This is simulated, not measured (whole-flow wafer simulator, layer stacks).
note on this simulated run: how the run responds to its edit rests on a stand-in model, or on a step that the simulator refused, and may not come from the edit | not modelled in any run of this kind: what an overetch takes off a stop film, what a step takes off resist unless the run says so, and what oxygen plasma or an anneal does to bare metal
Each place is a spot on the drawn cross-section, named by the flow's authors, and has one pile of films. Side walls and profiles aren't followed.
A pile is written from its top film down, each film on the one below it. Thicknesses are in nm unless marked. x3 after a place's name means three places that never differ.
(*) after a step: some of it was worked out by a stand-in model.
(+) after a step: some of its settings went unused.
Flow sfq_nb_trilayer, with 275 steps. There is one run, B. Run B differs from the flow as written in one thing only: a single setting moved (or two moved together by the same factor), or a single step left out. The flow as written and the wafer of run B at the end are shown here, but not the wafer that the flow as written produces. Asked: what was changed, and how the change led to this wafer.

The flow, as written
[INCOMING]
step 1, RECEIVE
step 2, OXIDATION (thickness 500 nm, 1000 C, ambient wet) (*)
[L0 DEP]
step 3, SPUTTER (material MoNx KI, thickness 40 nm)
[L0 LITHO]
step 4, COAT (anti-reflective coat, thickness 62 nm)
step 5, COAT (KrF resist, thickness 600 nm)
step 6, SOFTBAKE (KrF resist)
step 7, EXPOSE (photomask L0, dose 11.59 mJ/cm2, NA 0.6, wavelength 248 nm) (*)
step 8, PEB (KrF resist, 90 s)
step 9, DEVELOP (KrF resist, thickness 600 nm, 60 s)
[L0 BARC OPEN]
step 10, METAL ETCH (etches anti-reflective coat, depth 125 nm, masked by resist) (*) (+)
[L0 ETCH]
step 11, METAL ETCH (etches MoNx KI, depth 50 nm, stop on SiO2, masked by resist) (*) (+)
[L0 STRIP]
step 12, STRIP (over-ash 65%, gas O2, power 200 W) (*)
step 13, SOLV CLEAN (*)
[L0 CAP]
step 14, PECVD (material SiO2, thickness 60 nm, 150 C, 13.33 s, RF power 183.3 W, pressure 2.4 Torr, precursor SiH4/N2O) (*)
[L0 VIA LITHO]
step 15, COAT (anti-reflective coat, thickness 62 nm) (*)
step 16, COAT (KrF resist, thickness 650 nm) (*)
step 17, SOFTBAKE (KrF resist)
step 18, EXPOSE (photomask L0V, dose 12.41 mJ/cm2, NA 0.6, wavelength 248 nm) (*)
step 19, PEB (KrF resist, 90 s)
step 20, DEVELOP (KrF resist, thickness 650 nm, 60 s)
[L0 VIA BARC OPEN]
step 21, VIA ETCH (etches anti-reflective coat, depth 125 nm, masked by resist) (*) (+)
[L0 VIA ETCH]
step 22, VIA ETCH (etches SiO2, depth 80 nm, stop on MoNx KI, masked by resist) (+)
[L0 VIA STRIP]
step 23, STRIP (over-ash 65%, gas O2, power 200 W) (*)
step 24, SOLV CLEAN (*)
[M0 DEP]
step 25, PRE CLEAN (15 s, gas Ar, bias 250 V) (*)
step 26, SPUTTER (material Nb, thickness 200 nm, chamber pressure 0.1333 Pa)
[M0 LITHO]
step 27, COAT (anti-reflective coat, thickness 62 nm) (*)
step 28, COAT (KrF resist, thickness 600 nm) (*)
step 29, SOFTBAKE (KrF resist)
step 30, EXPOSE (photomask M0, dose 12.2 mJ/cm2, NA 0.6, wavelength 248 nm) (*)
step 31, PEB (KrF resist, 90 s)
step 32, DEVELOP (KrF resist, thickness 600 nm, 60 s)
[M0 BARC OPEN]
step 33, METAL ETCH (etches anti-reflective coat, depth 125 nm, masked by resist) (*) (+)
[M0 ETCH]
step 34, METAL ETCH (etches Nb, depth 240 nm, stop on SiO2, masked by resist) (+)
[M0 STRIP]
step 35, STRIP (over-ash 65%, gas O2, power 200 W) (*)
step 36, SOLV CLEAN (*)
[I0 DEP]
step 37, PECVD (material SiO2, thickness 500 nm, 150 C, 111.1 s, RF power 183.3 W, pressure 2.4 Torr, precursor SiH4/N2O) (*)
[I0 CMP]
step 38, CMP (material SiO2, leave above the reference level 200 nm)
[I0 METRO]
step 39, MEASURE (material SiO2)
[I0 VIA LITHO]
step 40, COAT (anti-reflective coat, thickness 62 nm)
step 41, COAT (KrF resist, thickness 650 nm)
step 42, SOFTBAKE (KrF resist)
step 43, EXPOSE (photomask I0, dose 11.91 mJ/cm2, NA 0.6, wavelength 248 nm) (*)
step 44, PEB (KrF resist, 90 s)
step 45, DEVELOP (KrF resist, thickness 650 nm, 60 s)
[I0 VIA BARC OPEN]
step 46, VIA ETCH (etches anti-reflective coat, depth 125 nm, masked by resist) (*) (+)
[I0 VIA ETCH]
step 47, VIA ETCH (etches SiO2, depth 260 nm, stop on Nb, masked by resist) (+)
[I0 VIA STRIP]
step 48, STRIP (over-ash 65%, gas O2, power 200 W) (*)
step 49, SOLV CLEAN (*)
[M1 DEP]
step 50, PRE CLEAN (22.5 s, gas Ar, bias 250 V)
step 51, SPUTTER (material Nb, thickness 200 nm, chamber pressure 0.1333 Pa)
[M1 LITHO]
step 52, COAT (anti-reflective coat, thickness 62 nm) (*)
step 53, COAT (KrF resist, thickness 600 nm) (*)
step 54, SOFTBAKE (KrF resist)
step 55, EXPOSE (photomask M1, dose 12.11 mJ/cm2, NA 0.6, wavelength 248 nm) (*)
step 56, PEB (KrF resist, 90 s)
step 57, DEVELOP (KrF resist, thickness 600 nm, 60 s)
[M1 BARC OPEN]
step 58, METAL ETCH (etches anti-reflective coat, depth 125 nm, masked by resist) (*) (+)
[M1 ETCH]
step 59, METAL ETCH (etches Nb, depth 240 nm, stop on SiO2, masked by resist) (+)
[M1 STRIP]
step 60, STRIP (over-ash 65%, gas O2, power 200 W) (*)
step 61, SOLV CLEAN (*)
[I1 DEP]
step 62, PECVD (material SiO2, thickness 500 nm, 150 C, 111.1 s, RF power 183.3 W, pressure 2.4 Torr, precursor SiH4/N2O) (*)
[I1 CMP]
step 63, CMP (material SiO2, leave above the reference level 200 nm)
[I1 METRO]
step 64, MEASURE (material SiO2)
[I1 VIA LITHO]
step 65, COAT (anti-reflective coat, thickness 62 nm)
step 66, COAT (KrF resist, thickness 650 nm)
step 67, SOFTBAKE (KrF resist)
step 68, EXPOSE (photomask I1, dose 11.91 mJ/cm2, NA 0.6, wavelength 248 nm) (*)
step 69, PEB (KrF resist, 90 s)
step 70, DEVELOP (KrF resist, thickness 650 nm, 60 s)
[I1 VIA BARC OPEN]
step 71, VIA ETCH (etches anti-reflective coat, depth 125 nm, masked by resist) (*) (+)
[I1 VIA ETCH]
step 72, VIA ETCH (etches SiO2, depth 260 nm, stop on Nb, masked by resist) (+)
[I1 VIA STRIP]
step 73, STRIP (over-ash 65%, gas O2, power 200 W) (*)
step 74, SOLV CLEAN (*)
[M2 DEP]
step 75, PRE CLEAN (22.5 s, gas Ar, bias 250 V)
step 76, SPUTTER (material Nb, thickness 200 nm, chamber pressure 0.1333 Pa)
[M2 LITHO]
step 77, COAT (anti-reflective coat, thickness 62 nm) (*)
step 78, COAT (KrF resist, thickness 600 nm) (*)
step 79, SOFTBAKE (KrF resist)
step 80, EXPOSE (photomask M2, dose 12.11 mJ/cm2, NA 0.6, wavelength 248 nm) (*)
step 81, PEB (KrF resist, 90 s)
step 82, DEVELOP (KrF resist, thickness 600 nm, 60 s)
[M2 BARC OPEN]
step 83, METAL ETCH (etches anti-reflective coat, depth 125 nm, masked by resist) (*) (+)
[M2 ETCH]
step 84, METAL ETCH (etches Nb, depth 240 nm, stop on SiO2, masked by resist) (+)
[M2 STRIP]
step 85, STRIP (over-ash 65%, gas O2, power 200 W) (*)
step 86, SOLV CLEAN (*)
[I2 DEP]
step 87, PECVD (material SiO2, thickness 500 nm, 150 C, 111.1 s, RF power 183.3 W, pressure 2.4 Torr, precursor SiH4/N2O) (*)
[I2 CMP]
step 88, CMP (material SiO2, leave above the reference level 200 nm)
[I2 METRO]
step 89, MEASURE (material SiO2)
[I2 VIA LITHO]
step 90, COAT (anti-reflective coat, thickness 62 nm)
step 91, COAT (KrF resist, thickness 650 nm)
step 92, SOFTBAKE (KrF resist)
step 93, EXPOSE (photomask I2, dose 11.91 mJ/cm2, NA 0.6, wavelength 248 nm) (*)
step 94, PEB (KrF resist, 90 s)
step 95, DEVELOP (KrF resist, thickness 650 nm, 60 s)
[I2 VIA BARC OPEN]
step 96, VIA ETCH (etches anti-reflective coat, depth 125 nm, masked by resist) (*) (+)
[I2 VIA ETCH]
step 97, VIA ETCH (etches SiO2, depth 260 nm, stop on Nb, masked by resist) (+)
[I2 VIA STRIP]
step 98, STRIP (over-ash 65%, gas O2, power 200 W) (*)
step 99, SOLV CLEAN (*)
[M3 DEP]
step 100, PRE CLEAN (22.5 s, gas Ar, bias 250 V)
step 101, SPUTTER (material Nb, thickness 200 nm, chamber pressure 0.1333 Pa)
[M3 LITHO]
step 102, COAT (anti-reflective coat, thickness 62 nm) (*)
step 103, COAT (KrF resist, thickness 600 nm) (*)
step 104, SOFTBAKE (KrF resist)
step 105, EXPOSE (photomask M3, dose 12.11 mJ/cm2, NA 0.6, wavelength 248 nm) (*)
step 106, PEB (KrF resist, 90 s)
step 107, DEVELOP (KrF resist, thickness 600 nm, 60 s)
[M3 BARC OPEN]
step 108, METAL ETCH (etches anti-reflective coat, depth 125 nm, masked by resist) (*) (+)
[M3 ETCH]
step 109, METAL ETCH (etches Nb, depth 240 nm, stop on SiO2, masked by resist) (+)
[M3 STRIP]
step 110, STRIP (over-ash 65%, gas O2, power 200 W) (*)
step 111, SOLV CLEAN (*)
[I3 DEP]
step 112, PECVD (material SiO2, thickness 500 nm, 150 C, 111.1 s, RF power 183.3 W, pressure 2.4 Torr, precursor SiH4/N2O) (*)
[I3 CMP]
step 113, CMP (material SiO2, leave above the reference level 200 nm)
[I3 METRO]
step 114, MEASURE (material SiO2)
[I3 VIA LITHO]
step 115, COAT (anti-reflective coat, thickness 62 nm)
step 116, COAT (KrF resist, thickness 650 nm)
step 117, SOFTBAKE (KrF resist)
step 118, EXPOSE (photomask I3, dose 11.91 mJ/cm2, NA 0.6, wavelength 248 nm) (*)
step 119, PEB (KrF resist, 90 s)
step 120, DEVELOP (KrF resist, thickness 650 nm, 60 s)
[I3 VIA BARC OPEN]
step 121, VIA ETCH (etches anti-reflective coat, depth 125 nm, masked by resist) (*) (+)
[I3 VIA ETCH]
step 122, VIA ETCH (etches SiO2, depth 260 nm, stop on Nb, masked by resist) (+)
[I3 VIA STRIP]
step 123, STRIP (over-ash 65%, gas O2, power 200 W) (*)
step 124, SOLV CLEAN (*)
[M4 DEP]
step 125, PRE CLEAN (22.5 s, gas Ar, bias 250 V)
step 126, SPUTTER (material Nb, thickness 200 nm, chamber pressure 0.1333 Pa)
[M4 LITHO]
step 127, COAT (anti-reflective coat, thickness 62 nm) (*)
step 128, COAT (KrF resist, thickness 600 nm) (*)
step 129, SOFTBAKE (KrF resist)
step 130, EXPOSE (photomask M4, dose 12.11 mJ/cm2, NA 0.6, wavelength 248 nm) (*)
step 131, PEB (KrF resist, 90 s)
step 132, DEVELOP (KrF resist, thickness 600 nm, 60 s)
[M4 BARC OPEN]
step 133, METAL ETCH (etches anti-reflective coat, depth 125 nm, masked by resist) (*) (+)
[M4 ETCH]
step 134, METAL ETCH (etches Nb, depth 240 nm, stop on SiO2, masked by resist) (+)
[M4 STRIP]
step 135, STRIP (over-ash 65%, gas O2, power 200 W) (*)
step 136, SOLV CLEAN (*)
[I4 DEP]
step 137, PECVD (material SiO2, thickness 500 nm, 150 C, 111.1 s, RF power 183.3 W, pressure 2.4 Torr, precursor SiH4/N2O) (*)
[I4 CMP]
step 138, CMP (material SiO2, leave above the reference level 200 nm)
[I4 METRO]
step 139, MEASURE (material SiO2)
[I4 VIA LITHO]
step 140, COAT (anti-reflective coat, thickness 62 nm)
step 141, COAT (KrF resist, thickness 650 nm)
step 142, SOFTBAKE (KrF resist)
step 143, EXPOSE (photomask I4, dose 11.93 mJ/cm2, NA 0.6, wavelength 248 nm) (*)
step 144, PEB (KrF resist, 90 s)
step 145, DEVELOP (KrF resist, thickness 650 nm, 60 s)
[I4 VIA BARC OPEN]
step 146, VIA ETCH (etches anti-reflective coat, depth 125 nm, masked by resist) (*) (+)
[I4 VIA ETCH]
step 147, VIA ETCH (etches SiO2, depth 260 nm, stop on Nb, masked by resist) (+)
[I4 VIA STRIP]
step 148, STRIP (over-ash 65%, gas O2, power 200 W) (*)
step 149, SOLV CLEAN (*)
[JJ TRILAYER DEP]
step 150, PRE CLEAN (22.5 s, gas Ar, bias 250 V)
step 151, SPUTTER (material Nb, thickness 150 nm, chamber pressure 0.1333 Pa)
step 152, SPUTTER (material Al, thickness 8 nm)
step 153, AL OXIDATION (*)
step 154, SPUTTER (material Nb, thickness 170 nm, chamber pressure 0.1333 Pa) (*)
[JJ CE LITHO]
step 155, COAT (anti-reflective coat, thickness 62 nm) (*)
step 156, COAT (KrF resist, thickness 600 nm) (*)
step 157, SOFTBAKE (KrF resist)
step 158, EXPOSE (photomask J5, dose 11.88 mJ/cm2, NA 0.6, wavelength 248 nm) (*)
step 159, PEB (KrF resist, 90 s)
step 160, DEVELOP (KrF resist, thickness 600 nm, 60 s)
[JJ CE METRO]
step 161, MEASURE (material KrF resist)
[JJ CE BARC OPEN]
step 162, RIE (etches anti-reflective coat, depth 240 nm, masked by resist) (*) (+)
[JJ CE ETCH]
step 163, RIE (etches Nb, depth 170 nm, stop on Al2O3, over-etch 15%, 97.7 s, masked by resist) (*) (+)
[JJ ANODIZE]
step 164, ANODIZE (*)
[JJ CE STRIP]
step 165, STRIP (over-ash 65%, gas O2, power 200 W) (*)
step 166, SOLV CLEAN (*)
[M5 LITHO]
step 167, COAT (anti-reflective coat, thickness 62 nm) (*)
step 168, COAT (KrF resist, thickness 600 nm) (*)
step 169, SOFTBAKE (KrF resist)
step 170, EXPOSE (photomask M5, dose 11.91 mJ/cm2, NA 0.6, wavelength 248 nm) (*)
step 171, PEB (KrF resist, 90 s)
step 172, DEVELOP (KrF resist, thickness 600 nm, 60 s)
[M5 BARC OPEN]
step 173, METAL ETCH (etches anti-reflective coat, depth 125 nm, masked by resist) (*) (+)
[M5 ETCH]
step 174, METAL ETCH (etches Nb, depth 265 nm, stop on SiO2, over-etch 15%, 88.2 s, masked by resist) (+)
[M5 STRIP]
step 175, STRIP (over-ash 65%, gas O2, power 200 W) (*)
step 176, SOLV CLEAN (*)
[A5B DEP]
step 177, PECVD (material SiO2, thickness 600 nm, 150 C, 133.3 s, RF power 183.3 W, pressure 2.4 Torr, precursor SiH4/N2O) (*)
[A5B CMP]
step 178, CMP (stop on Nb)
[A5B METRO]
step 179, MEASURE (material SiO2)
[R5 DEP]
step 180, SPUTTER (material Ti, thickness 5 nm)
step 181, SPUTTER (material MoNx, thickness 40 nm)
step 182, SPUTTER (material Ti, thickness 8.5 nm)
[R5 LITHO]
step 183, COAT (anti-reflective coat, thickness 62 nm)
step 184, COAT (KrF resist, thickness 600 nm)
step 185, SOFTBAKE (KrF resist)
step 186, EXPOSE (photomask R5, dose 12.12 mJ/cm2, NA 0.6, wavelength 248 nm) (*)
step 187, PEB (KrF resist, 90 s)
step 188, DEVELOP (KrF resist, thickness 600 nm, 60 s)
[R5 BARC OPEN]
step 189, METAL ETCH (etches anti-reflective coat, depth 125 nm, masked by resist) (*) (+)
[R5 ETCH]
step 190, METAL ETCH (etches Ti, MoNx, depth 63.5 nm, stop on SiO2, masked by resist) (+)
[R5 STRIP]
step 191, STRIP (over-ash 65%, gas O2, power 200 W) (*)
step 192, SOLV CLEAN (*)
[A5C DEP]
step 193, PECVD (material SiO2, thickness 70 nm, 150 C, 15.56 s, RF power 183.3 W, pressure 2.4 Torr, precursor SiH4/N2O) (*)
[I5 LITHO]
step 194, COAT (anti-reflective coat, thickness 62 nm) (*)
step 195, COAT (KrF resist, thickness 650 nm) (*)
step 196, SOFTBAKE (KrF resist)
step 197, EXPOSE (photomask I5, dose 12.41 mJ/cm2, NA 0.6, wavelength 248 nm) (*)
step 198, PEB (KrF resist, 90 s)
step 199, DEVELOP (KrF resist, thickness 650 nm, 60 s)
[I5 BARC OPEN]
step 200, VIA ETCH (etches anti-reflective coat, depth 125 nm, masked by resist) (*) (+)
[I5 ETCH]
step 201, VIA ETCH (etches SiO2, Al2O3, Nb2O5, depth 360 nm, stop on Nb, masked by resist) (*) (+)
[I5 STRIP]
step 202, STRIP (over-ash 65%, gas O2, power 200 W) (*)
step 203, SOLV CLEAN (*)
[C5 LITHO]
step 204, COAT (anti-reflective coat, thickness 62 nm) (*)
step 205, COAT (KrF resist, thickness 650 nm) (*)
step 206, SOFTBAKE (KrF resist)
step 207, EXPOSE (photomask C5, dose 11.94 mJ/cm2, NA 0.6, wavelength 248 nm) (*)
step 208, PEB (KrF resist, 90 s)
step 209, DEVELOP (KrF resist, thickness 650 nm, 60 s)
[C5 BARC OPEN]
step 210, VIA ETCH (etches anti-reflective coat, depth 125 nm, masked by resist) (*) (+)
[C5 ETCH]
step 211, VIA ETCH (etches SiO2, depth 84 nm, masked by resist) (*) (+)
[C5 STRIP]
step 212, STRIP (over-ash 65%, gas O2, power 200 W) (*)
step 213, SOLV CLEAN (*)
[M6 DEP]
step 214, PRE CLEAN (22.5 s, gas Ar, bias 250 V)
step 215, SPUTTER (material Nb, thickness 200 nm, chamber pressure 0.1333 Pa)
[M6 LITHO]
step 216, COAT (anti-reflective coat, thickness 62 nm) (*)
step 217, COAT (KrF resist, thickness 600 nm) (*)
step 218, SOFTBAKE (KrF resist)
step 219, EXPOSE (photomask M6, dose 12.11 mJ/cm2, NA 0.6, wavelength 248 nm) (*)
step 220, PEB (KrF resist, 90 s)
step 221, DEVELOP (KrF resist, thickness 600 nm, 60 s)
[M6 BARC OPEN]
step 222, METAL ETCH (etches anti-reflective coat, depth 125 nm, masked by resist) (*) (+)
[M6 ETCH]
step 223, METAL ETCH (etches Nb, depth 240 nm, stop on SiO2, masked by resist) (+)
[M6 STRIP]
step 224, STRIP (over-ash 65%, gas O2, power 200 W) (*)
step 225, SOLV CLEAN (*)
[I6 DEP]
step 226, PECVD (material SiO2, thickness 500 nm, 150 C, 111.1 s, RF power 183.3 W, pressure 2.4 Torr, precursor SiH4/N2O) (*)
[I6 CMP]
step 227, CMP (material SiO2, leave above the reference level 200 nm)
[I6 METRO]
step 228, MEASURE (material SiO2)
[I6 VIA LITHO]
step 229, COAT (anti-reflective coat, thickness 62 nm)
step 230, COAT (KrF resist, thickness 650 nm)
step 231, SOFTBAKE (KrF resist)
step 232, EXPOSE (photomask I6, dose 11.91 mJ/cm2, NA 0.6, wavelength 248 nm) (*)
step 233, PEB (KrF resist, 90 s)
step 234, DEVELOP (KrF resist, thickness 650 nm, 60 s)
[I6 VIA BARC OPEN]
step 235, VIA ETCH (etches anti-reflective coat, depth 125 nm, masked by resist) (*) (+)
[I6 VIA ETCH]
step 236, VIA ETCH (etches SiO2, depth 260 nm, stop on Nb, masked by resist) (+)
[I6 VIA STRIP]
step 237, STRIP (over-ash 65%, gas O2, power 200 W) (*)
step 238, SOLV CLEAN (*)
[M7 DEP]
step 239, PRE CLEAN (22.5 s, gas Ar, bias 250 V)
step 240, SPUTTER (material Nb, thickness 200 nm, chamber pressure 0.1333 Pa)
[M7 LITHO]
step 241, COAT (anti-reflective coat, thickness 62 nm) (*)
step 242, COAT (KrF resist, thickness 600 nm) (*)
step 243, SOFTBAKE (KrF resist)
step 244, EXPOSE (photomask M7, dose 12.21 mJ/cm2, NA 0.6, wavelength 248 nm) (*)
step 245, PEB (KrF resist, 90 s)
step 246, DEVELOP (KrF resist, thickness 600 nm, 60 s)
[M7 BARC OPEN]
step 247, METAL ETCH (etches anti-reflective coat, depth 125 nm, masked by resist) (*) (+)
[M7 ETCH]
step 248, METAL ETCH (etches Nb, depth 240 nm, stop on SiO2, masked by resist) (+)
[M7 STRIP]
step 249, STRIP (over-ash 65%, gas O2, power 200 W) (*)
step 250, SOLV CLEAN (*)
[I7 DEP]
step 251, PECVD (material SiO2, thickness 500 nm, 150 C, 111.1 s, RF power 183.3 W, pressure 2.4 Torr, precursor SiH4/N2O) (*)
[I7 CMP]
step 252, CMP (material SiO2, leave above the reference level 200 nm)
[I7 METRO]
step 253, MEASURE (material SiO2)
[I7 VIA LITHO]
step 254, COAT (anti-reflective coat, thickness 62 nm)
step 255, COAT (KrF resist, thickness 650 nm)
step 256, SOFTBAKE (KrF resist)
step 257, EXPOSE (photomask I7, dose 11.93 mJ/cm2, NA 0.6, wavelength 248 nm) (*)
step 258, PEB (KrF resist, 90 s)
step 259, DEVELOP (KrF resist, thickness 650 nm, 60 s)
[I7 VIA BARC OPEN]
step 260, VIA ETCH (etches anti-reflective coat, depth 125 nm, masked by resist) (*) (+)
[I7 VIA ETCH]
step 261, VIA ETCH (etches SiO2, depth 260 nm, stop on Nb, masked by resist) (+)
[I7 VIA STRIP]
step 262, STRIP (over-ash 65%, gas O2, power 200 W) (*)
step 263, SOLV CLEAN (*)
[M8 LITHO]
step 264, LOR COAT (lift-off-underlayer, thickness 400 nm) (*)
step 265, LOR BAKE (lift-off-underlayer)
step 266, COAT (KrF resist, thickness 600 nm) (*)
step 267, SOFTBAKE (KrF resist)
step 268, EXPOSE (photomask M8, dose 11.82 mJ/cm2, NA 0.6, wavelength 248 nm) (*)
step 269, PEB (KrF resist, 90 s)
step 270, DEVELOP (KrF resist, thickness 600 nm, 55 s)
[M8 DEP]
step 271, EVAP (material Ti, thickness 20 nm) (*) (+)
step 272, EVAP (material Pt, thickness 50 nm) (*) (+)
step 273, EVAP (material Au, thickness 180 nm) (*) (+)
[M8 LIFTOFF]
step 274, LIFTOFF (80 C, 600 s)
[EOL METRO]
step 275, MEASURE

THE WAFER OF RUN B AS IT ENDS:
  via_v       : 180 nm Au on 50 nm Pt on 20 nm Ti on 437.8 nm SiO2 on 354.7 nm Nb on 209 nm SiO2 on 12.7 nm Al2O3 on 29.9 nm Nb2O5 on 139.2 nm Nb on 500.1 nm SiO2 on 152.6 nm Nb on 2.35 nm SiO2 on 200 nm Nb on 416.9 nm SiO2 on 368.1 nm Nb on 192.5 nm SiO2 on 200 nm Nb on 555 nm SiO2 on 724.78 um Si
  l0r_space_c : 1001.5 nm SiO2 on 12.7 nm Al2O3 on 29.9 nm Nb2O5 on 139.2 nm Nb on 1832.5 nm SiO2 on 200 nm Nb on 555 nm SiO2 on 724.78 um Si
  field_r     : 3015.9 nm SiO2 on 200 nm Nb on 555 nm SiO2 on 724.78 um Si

Cause: step 113, CMP: leave above the reference level 270 nm was run, while the flow as written has leave above the reference level 200 nm.

The path from the change to this, step by step:
  step 113, CMP (material SiO2, leave above the reference level 200 nm)
      field_l, be, be_sur and 64 more: -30 SiO2 (as written it would have been: -100 SiO2)
      v_sur, via_wl, via_wr and 27 more: -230 SiO2 (as written it would have been: -300 SiO2)
      (and at 9 other places as well)
  step 122, VIA ETCH (etches SiO2, depth 260 nm, stop on Nb, masked by resist) (+)
      via_v: -260 SiO2 (as written it would have been: -199.8 SiO2 (all of it))
  step 125, PRE CLEAN (22.5 s, gas Ar, bias 250 V)
      via_v: -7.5 SiO2 (as written it would have been: -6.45 Nb)
  step 126, SPUTTER (material Nb, thickness 200 nm, chamber pressure 0.1333 Pa)
      via_v: +152.6 Nb (new film) (as written it would have been: +165.5 Nb)
  step 127, COAT (anti-reflective coat, thickness 62 nm) (*)
      via_sp: +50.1 anti-reflective coat (new film) (as written it would have been: +53 anti-reflective coat (new film))
      via_v: +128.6 anti-reflective coat (new film) (as written it would have been: +124.8 anti-reflective coat (new film))
      (and at 1 other place as well)
  step 128, COAT (KrF resist, thickness 600 nm) (*)
      via_v: +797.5 KrF resist (new film) (as written it would have been: +739.8 KrF resist (new film))
  step 135, STRIP (over-ash 65%, gas O2, power 200 W) (*)
      via_sp: -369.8 KrF resist (all of it), -50.1 anti-reflective coat (all of it) (as written it would have been: -373.9 KrF resist (all of it), -53 anti-reflective coat (all of it))
      via_v: -579.3 KrF resist (all of it), -128.6 anti-reflective coat (all of it) (as written it would have been: -521.8 KrF resist (all of it), -124.8 anti-reflective coat (all of it))
      (and at 1 other place as well)
  step 137, PECVD (material SiO2, thickness 500 nm, 150 C, 111.1 s, RF power 183.3 W, pressure 2.4 Torr, precursor SiH4/N2O) (*)
      via_v: +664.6 SiO2 (new film) (as written it would have been: +615 SiO2 (new film))
  step 138, CMP (material SiO2, leave above the reference level 200 nm)
      via_v: -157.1 SiO2 (as written it would have been: -181.6 SiO2)
With metal films that touch counted as one body, via_v has 7 bodies (between them, from the top down: SiO2 437.8; SiO2 209 / Al2O3 12.7 / Nb2O5 29.9; SiO2 500.1; SiO2 2.35; SiO2 416.9; SiO2 192.5); the flow as written gives 6 bodies (between them, from the top down: SiO2 437.8; SiO2 209 / Al2O3 12.7 / Nb2O5 29.9; SiO2 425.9; SiO2 416.9; SiO2 192.5).
